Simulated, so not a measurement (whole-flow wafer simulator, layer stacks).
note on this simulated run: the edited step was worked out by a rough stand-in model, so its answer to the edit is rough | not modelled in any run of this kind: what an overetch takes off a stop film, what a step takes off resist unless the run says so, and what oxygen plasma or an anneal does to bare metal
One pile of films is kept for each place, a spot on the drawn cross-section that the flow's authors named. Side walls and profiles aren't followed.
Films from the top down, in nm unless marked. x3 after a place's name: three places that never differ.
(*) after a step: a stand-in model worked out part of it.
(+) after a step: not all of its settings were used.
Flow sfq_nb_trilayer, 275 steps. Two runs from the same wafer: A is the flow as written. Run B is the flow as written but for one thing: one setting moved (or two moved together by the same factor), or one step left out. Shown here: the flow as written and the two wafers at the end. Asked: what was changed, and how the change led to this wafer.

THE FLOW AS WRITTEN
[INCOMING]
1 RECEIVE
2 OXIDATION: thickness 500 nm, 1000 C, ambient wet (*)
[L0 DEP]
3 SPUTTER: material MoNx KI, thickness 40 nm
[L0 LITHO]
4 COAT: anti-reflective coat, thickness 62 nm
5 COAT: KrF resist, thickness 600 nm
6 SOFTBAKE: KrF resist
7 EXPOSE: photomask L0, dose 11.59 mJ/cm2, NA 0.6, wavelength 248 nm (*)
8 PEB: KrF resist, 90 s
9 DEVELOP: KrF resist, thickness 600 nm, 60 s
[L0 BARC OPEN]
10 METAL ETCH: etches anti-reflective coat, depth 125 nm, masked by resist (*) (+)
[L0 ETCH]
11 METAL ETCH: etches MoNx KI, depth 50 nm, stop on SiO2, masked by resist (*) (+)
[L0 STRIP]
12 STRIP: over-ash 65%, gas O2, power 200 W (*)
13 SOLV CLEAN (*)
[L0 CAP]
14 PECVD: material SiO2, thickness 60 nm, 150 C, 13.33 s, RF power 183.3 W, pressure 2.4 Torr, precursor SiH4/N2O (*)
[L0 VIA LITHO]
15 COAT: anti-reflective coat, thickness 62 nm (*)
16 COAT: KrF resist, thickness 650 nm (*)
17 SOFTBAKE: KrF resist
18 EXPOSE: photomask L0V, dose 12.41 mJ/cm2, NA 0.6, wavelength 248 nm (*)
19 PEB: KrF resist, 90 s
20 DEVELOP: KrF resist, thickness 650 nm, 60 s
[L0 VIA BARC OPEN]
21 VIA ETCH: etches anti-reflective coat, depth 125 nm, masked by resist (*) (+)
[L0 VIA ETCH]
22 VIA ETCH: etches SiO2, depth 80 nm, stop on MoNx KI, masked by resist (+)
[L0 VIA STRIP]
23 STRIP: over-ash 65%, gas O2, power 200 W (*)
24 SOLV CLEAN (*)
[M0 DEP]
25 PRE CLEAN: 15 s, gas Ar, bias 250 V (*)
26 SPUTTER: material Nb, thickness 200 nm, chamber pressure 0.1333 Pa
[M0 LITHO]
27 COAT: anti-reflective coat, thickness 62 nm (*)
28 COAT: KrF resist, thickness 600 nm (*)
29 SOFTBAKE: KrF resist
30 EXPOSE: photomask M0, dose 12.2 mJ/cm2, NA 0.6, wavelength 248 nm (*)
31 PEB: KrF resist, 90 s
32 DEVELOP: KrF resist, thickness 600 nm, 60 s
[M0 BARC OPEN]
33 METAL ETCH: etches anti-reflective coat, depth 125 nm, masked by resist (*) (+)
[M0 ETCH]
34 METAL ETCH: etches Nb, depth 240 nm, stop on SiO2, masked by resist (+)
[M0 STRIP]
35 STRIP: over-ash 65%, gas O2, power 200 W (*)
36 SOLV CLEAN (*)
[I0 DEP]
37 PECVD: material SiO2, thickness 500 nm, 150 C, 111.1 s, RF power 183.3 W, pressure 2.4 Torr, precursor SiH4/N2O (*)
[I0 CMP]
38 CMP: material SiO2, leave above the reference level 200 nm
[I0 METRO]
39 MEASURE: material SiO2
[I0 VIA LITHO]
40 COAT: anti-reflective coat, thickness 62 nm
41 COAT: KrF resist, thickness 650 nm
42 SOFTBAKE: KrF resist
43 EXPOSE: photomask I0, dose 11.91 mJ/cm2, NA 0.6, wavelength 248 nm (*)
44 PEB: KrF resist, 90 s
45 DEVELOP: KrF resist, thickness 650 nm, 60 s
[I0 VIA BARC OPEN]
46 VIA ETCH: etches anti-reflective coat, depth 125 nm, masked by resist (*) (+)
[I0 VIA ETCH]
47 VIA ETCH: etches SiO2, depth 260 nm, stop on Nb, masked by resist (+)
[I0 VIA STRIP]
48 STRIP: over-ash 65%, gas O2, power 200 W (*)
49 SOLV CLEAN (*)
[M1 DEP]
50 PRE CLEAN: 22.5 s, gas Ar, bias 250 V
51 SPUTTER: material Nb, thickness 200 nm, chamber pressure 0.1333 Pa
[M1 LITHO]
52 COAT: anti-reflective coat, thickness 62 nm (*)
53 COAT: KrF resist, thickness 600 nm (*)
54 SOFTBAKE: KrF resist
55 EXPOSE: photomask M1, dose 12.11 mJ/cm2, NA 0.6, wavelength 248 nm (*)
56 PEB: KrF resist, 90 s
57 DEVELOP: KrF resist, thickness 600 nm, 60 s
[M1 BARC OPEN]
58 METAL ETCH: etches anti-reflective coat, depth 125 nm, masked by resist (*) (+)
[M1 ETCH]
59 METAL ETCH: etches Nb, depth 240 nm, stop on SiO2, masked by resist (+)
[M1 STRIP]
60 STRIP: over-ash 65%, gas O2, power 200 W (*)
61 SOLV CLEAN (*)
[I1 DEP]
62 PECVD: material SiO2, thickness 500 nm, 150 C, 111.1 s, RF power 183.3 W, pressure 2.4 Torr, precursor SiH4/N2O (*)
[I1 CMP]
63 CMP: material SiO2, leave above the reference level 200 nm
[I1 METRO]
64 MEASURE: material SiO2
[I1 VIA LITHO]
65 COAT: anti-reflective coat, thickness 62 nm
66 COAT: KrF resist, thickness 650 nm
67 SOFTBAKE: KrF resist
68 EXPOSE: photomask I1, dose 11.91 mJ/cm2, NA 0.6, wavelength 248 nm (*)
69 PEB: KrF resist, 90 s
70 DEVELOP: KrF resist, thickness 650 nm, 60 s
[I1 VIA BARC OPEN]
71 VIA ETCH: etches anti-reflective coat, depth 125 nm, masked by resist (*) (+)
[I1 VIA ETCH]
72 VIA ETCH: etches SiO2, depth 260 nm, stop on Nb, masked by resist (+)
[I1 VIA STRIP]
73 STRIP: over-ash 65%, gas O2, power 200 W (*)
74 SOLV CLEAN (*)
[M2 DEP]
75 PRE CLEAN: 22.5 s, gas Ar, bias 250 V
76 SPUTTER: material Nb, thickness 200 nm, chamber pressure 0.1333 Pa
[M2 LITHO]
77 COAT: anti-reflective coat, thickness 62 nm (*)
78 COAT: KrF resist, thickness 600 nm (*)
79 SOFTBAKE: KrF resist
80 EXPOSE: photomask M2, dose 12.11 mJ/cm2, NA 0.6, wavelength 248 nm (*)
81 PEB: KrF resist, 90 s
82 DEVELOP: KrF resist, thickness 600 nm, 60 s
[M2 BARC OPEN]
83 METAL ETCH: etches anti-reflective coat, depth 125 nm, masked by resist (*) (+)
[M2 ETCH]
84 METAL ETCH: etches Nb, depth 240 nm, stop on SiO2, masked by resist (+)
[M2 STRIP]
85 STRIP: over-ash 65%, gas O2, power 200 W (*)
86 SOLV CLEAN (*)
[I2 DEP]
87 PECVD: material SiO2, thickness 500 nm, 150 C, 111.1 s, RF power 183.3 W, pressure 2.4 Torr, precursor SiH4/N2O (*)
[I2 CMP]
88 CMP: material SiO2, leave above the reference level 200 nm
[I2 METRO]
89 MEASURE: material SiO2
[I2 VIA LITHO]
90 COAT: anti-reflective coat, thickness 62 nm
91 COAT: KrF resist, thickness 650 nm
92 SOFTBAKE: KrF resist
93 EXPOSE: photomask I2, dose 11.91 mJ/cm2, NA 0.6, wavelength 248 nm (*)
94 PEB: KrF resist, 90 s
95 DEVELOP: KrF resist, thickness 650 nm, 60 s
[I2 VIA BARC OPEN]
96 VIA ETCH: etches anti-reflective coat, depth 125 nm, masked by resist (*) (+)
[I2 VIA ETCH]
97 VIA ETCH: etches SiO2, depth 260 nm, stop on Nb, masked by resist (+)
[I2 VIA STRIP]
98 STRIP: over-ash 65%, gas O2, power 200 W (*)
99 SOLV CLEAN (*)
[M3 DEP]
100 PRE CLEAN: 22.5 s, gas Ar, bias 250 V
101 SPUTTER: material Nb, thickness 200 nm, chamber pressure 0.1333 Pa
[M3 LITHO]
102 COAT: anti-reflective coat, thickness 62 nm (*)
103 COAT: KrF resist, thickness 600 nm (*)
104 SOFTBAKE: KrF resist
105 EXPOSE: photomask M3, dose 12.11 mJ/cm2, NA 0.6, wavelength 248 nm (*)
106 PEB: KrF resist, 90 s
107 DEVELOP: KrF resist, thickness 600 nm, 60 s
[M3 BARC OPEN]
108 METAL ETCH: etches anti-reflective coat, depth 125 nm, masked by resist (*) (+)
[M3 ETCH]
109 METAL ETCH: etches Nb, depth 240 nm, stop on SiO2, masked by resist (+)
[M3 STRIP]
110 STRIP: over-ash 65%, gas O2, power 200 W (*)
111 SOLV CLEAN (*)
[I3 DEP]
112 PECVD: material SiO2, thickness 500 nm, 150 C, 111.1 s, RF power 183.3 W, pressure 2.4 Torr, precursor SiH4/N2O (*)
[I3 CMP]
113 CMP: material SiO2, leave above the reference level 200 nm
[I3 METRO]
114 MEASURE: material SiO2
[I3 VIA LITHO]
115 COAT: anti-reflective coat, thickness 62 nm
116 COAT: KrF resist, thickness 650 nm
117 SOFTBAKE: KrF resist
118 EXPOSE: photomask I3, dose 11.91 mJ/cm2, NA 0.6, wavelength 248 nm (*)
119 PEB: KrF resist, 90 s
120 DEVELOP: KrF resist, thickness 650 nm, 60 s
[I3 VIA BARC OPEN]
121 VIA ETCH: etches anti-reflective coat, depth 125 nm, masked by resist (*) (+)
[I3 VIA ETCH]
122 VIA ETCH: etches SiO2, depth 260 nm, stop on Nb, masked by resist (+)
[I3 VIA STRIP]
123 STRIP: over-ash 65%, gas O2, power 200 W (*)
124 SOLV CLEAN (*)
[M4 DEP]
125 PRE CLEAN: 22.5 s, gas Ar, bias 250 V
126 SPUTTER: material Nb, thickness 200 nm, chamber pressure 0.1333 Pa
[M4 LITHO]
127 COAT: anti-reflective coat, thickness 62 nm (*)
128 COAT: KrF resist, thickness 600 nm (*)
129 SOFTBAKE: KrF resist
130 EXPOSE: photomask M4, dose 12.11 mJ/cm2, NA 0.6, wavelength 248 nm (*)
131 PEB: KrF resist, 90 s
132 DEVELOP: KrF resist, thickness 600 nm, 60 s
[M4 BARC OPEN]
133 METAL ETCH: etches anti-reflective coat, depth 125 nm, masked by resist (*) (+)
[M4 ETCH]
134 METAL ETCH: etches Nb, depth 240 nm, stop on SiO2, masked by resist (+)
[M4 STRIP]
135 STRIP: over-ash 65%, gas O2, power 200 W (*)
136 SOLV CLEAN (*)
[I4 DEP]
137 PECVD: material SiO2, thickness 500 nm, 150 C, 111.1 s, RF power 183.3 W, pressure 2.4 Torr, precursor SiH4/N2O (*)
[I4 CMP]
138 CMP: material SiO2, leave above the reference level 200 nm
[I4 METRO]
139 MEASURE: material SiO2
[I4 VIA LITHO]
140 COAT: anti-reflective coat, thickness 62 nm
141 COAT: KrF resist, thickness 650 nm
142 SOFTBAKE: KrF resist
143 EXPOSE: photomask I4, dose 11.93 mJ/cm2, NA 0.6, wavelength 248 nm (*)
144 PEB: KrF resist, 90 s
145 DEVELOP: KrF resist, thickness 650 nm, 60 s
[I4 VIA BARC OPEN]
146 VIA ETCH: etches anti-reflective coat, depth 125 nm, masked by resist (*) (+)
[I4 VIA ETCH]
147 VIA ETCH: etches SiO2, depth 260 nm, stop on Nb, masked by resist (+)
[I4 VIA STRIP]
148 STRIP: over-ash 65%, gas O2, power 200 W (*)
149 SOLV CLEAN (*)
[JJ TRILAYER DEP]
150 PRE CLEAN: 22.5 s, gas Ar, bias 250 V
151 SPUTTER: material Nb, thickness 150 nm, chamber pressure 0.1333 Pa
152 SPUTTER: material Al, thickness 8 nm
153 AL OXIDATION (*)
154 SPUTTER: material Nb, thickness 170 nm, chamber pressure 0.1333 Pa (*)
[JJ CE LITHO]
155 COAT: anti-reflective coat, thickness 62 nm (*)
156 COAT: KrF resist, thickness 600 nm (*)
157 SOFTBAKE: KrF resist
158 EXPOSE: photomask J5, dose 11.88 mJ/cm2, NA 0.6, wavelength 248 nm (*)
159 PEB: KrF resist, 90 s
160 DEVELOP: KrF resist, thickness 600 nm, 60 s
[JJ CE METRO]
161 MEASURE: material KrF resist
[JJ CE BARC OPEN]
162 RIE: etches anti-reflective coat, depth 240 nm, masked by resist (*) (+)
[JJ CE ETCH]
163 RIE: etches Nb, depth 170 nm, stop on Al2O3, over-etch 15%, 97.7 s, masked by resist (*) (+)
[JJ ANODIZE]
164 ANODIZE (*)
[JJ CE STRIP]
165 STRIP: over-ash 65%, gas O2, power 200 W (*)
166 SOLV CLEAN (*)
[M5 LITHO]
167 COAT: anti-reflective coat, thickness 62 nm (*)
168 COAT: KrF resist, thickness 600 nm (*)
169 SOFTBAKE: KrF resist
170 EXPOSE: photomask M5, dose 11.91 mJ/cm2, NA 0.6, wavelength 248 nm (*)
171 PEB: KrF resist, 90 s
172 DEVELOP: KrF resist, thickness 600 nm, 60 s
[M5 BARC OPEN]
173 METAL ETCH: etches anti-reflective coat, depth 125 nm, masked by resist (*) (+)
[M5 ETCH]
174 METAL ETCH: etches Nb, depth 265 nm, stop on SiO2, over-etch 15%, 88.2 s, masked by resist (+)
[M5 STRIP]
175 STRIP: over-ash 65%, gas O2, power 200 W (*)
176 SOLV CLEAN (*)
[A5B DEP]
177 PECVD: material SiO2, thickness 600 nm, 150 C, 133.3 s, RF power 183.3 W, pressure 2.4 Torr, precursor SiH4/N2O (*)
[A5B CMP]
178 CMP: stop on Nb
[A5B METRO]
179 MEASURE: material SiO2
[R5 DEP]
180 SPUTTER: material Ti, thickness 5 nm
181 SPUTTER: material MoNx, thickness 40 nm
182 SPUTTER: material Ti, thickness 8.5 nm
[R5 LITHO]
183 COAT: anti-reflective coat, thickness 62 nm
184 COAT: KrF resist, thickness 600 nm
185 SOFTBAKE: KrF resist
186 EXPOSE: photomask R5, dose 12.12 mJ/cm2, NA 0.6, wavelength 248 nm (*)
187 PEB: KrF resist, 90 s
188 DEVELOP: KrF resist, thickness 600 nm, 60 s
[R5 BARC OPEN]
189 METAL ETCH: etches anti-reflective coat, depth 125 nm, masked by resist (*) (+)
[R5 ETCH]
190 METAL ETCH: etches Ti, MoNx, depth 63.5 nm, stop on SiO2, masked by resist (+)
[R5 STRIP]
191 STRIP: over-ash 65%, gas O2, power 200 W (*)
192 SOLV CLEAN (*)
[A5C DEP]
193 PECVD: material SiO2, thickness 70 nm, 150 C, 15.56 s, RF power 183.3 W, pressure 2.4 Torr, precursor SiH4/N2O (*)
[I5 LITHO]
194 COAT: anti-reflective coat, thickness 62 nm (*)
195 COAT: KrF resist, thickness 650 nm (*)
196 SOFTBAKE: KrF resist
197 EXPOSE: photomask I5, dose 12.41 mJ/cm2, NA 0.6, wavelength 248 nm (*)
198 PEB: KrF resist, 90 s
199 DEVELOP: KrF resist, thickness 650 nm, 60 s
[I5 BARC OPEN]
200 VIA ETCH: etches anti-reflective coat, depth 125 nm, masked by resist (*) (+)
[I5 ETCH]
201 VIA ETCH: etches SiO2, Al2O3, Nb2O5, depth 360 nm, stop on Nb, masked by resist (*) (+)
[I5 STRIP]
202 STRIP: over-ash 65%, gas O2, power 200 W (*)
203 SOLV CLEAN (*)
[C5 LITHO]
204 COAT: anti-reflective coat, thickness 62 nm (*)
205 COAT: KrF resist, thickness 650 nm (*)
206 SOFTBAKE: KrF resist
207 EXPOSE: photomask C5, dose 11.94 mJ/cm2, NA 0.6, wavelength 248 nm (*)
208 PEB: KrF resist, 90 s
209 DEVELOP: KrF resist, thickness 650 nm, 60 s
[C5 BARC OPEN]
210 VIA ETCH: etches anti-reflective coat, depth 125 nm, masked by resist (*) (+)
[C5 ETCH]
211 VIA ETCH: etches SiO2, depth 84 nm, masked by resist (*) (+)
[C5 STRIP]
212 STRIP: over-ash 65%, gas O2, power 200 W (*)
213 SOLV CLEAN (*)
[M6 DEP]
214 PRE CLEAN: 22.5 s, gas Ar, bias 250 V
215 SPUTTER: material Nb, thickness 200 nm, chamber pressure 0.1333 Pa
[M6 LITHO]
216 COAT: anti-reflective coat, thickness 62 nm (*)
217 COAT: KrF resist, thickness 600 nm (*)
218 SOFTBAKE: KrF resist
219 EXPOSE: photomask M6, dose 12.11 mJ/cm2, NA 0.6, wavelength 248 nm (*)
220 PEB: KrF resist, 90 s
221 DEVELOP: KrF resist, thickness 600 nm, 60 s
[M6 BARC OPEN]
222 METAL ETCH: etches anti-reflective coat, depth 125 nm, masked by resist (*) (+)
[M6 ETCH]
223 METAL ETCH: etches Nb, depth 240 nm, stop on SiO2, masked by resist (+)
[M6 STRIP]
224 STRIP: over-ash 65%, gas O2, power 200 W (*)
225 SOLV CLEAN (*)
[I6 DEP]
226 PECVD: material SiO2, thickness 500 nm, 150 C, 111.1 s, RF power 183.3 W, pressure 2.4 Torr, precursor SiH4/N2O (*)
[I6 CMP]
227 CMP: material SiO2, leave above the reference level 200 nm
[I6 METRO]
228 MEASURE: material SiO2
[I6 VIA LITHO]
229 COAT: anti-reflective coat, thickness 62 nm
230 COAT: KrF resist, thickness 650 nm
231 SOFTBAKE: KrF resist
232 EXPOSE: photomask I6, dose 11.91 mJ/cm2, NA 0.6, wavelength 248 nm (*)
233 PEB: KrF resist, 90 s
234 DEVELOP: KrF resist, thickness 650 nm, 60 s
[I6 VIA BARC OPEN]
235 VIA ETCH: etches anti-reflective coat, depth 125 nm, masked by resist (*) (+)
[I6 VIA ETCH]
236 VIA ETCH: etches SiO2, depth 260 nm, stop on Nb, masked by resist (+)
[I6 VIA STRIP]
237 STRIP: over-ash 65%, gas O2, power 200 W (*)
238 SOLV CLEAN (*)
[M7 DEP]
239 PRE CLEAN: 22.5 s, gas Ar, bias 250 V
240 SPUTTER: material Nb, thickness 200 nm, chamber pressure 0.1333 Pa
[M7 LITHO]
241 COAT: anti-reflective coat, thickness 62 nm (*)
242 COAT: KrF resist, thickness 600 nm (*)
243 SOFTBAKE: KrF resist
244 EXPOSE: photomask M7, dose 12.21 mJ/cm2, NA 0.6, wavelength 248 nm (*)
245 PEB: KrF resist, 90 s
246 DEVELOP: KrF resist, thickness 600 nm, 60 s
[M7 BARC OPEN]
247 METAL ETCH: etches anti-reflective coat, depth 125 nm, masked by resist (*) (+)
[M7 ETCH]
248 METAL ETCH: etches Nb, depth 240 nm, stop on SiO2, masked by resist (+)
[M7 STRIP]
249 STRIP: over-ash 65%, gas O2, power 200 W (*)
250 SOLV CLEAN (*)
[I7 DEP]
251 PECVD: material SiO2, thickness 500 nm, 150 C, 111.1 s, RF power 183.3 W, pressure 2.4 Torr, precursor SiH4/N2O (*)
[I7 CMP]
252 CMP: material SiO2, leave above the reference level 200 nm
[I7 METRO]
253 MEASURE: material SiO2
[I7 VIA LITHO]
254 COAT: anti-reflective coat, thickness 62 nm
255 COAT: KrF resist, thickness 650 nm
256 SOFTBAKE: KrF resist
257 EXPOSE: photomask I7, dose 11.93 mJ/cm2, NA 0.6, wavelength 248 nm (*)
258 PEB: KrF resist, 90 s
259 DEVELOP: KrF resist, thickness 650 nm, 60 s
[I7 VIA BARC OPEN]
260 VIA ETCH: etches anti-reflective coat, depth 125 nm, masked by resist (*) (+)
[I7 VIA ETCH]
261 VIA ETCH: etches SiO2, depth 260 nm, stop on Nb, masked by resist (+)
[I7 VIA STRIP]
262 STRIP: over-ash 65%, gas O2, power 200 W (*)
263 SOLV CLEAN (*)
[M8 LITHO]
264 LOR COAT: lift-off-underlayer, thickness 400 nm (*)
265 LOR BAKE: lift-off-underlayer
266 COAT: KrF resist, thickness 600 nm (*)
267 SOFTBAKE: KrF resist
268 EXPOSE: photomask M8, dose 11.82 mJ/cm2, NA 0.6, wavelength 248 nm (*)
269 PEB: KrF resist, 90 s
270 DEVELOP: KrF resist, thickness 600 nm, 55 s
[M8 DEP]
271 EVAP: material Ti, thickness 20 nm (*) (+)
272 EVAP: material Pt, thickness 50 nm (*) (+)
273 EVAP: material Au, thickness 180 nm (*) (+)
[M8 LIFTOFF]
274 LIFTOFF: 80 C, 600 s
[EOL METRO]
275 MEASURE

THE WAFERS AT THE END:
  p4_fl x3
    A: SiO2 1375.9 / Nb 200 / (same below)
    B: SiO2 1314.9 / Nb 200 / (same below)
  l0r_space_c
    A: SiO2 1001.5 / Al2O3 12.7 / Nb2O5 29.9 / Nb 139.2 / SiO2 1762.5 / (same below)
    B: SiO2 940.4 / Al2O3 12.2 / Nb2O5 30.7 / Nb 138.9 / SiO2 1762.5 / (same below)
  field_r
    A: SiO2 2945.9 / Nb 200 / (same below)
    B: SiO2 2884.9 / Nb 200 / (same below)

The cause: step 154, SPUTTER: thickness 109 nm was run, where the flow has thickness 170 nm.

How the change led to this, step by step:
  154 SPUTTER: material Nb, thickness 170 nm, chamber pressure 0.1333 Pa (*)
      field_l, v_sur, via_sp and 100 more: A Nb +170 (new film) | B Nb +109 (new film)
      via_wl, via_wr: A Nb +140.7 (new film) | B Nb +90 (new film)
      (and at 1 more place)
  155 COAT: anti-reflective coat, thickness 62 nm (*)
      via_wl, via_wr: A anti-reflective coat +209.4 (new film) | B anti-reflective coat +194.4 (new film)
      via_w: A anti-reflective coat +97.4 (new film) | B anti-reflective coat +92.8 (new film)
  162 RIE: etches anti-reflective coat, depth 240 nm, masked by resist (*) (+)
      ce_l, c5j, ce_r, wl_jj: A KrF resist -209.4 | B KrF resist -194.4
      via_wl, via_wr: A anti-reflective coat -209.4 (all of it) | B anti-reflective coat -194.4 (all of it)
      (and at 1 more place)
  163 RIE: etches Nb, depth 170 nm, stop on Al2O3, over-etch 15%, 97.7 s, masked by resist (*) (+)
      field_l, v_sur, via_sp and 96 more: A Nb -170 (all of it), Al2O3 -0.51 | B Nb -109 (all of it), Al2O3 -0.96 (all of it)
      via_wl, via_wr: A Nb -140.7 (all of it), Al2O3 -0.96 (all of it) | B Nb -90 (all of it), Al2O3 -0.96 (all of it)
      (and at 1 more place)
  164 ANODIZE (*)
      field_l, v_sur, via_sp and 96 more: A Al2O3 +12.2, Nb2O5 +29.9 (new film), Al -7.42 (all of it), Nb -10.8 | B Al2O3 +12.2 (new film), Nb2O5 +30.7 (new film), Al -7.42 (all of it), Nb -11.1
  165 STRIP: over-ash 65%, gas O2, power 200 W (*)
      ce_l: A KrF resist -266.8 (all of it), anti-reflective coat -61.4 (all of it) | B KrF resist -281.8 (all of it), anti-reflective coat -61.4 (all of it)
      c5j: A KrF resist -266.9 (all of it), anti-reflective coat -61.5 (all of it) | B KrF resist -281.9 (all of it), anti-reflective coat -61.5 (all of it)
      (and at 2 more places)
  167 COAT: anti-reflective coat, thickness 62 nm (*)
      wl_j_sl, wl_j_sr: A anti-reflective coat +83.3 (new film) | B anti-reflective coat +75.5 (new film)
      gap: A anti-reflective coat +58.9 (new film) | B anti-reflective coat +60.7 (new film)
      (and at 8 more places)
  168 COAT: KrF resist, thickness 600 nm (*)
      ce_l: A KrF resist +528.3 (new film) | B KrF resist +563.5 (new film)
      c5j: A KrF resist +507.6 (new film) | B KrF resist +546.5 (new film)
      (and at 2 more places)
  173 METAL ETCH: etches anti-reflective coat, depth 125 nm, masked by resist (*) (+)
      wl_a_sl: A anti-reflective coat -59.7 (all of it), Al2O3 -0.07 | B anti-reflective coat -61.4 (all of it)
  174 METAL ETCH: etches Nb, depth 265 nm, stop on SiO2, over-etch 15%, 88.2 s, masked by resist (+)
      field_l, r_sur, res and 50 more: A Al2O3 -12.6 (all of it), Nb2O5 -29.9 (all of it), Nb -139.2 (all of it), SiO2 -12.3 | B Al2O3 -12.2 (all of it), Nb2O5 -30.7 (all of it), Nb -138.9 (all of it), SiO2 -12.3
  175 STRIP: over-ash 65%, gas O2, power 200 W (*)
      gap: A KrF resist -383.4 (all of it), anti-reflective coat -58.9 (all of it) | B KrF resist -376.4 (all of it), anti-reflective coat -60.7 (all of it)
      jj_sur: A KrF resist -374.7 (all of it), anti-reflective coat -82.6 (all of it) | B KrF resist -370.6 (all of it), anti-reflective coat -74.7 (all of it)
      (and at 8 more places)
  178 CMP: stop on Nb
      v_sur, via_sp, via_v and 43 more: A SiO2 -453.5 | B SiO2 -514.6
      field_l, p4_fl x3, p4_w1 x9 and 29 more: A SiO2 -259.3 | B SiO2 -320.3
      (and at 14 more places)
  201 VIA ETCH: etches SiO2, Al2O3, Nb2O5, depth 360 nm, stop on Nb, masked by resist (*) (+)
      be: A SiO2 -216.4 (all of it), Al2O3 -12.7 (all of it), Nb2O5 -29.9 (all of it) | B SiO2 -155.3 (all of it), Al2O3 -12.2 (all of it), Nb2O5 -30.7 (all of it)
  204 COAT: anti-reflective coat, thickness 62 nm (*)
      wire: A anti-reflective coat +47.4 (new film) | B anti-reflective coat +49.2 (new film)
      be: A anti-reflective coat +122.2 (new film) | B anti-reflective coat +113.2 (new film)
      (and at 1 more place)
  205 COAT: KrF resist, thickness 650 nm (*)
      be: A KrF resist +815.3 (new film) | B KrF resist +771.9 (new film)
  212 STRIP: over-ash 65%, gas O2, power 200 W (*)
      wire: A KrF resist -555.8 (all of it), anti-reflective coat -47.4 (all of it) | B KrF resist -559.2 (all of it), anti-reflective coat -49.2 (all of it)
      be: A KrF resist -728.2 (all of it), anti-reflective coat -122.2 (all of it) | B KrF resist -684.8 (all of it), anti-reflective coat -113.2 (all of it)
      (and at 1 more place)
  ... 4 more steps ...
  226 PECVD: material SiO2, thickness 500 nm, 150 C, 111.1 s, RF power 183.3 W, pressure 2.4 Torr, precursor SiH4/N2O (*)
      be: A SiO2 +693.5 (new film) | B SiO2 +618.7 (new film)
